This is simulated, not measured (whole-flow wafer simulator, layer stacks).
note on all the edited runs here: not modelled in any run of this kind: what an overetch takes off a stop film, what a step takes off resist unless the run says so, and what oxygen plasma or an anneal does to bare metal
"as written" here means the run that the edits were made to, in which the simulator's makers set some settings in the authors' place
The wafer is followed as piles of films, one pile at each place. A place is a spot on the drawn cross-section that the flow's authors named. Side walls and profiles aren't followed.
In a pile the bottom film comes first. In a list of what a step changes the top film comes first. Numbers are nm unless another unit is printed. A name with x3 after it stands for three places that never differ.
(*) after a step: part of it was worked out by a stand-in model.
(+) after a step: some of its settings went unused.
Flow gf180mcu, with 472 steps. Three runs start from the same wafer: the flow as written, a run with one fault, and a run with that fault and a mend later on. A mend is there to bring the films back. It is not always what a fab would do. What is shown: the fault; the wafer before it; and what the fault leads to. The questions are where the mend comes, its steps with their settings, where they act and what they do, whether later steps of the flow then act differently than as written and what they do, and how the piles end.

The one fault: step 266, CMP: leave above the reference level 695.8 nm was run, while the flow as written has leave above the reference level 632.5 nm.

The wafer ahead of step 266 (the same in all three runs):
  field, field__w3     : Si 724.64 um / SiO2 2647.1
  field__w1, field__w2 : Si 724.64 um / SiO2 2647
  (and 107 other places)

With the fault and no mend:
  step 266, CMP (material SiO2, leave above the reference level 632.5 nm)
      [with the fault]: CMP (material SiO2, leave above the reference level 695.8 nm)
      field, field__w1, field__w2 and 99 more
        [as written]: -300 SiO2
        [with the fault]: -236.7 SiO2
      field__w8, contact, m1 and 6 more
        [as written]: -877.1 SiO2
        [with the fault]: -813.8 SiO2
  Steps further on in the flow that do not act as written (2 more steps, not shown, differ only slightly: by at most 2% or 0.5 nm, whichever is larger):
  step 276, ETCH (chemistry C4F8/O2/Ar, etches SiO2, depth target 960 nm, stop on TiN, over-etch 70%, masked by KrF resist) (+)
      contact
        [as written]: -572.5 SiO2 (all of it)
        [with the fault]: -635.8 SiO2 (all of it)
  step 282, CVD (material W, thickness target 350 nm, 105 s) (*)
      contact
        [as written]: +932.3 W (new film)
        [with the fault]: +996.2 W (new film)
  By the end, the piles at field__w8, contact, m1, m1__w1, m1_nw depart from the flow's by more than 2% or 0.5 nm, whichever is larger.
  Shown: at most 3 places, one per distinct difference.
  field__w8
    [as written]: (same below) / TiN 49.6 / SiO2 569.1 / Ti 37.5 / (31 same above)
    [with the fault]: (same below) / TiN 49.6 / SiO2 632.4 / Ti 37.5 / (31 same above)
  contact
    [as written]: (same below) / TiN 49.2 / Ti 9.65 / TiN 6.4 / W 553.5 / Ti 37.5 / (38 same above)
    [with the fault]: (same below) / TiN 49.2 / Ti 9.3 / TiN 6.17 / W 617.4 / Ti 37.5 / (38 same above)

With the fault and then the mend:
  The mend stands after step 266.
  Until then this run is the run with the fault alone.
  step 266a, CMP (material SiO2, leave above the reference level 632.5 nm) (the flow's step 266, run once more)
      field, field__w1, field__w2 and 108 more
        -63.3 SiO2
  Later steps of the flow that are run all act as written at every place that is followed.
  The piles end the same as the flow's at every place that both follow.
